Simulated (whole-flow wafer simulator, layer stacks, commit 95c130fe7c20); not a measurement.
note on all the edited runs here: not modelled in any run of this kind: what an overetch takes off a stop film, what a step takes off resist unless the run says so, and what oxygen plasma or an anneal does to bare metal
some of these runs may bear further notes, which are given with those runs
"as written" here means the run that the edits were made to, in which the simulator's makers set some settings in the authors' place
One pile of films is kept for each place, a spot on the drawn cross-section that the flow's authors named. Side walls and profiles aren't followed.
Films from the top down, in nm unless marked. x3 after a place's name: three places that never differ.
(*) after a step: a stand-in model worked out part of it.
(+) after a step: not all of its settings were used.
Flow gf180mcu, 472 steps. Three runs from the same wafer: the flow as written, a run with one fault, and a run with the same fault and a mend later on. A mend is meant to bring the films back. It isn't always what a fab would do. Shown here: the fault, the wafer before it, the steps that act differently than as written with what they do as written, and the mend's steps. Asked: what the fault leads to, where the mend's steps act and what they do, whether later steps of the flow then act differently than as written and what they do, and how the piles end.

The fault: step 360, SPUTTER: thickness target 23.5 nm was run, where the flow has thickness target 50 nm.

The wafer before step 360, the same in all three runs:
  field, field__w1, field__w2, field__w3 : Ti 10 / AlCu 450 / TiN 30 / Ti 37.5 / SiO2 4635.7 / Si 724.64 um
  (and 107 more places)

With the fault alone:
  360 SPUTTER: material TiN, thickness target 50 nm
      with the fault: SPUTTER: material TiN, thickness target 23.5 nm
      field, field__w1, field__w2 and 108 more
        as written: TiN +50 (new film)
        with the fault: TiN +23.5 (new film)
  Later steps of the flow that act differently than as written (2 more steps differ only slightly, by at most 2% or 0.5 nm, whichever is larger, and aren't shown):
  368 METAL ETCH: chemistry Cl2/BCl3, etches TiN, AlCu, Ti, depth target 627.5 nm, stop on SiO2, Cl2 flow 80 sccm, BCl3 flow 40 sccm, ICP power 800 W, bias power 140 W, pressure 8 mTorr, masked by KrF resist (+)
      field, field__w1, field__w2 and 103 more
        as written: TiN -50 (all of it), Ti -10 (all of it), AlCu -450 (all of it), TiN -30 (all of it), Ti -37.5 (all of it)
        with the fault: TiN -23.5 (all of it), Ti -10 (all of it), AlCu -450 (all of it), TiN -30 (all of it), Ti -37.5 (all of it)
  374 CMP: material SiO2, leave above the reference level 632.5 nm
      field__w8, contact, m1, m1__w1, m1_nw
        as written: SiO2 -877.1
        with the fault: SiO2 -850.6
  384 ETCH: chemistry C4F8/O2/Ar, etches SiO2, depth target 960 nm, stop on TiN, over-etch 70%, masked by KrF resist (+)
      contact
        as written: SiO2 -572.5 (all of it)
        with the fault: SiO2 -599 (all of it)
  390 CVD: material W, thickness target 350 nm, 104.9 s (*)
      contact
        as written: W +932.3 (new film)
        with the fault: W +959 (new film)
  At the end the piles differ from the flow's by more than 2% or 0.5 nm, whichever is larger, at field__w8, contact, m1, m1__w1, m1_nw.
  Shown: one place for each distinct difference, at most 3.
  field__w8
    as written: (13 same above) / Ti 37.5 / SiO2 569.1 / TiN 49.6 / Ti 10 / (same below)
    with the fault: (13 same above) / Ti 37.5 / SiO2 595.6 / TiN 23.1 / Ti 10 / (same below)
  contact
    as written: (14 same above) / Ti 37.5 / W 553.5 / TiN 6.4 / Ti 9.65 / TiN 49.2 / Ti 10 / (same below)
    with the fault: (14 same above) / Ti 37.5 / W 580.2 / TiN 6.3 / Ti 9.5 / TiN 22.7 / Ti 10 / (same below)

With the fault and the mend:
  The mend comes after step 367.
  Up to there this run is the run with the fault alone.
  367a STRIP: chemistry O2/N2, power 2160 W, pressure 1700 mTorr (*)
      field__w8, contact, m1, m1__w1, m1_nw
        KrF resist -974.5 (all of it)
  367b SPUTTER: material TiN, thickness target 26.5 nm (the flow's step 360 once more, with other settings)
      field, field__w1, field__w2 and 108 more
        TiN +26.5
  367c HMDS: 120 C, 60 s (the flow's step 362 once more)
      changes no film at any place that is followed
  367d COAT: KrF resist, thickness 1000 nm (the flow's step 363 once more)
      field, field__w1, field__w2 and 108 more
        KrF resist +1000 (new film)
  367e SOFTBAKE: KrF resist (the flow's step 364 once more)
      changes no film at any place that is followed
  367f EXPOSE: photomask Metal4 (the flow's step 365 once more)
      changes no film at any place that is followed
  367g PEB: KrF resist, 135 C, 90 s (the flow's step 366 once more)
      field, field__w1, field__w2 and 108 more
        KrF resist -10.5
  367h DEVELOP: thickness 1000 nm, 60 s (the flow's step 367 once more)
      field, field__w1, field__w2 and 103 more
        KrF resist -989.5 (all of it)
      field__w8, contact, m1, m1__w1, m1_nw
        KrF resist -14.9
  No later step of the flow acts differently than as written at any place that is followed.
  At the end the piles are the same as the flow's at every place that both follow.
